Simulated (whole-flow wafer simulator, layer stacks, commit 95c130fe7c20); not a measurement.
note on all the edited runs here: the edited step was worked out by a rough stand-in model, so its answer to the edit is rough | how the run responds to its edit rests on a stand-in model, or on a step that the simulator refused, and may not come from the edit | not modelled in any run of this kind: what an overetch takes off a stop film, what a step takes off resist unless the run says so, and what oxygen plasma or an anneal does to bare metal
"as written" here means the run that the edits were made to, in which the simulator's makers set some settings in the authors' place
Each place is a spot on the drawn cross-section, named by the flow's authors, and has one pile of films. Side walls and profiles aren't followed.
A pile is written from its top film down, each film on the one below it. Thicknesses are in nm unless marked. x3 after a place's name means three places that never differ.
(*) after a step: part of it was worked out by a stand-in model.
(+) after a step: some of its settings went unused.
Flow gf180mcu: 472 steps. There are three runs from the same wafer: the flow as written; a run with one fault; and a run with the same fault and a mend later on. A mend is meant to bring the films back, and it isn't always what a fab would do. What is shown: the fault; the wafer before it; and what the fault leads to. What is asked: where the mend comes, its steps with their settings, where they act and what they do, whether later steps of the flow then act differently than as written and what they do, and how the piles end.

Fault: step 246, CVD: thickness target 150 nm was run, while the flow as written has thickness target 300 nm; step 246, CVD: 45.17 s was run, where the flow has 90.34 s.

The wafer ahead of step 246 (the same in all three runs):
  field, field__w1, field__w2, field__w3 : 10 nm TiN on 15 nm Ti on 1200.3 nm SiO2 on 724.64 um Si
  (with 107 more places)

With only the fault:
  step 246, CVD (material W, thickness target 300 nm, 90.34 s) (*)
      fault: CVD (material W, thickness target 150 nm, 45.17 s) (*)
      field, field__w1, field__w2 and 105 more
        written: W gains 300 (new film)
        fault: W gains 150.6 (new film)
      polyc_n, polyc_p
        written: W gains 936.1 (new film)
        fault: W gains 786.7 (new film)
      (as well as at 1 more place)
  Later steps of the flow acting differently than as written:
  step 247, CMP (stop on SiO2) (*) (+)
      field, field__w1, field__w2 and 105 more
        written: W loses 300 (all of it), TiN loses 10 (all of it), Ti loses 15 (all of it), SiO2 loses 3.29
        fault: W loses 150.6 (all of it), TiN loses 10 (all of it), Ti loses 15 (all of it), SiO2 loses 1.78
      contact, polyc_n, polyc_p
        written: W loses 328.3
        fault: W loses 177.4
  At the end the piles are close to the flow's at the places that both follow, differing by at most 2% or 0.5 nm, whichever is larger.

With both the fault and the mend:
  The mend stands after step 246.
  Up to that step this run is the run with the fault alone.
  step 246a, CVD (material W, thickness target 150 nm, 45.17 s) (the flow's step 246 again, with other settings)
      field, field__w1, field__w2 and 108 more
        W gains 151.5
  Every later step of the flow that is run acts as written, at every place that is followed, to within 2% or 0.5 nm, whichever is larger.
  At the end the piles are close to the flow's at the places that both follow, differing by at most 2% or 0.5 nm, whichever is larger.
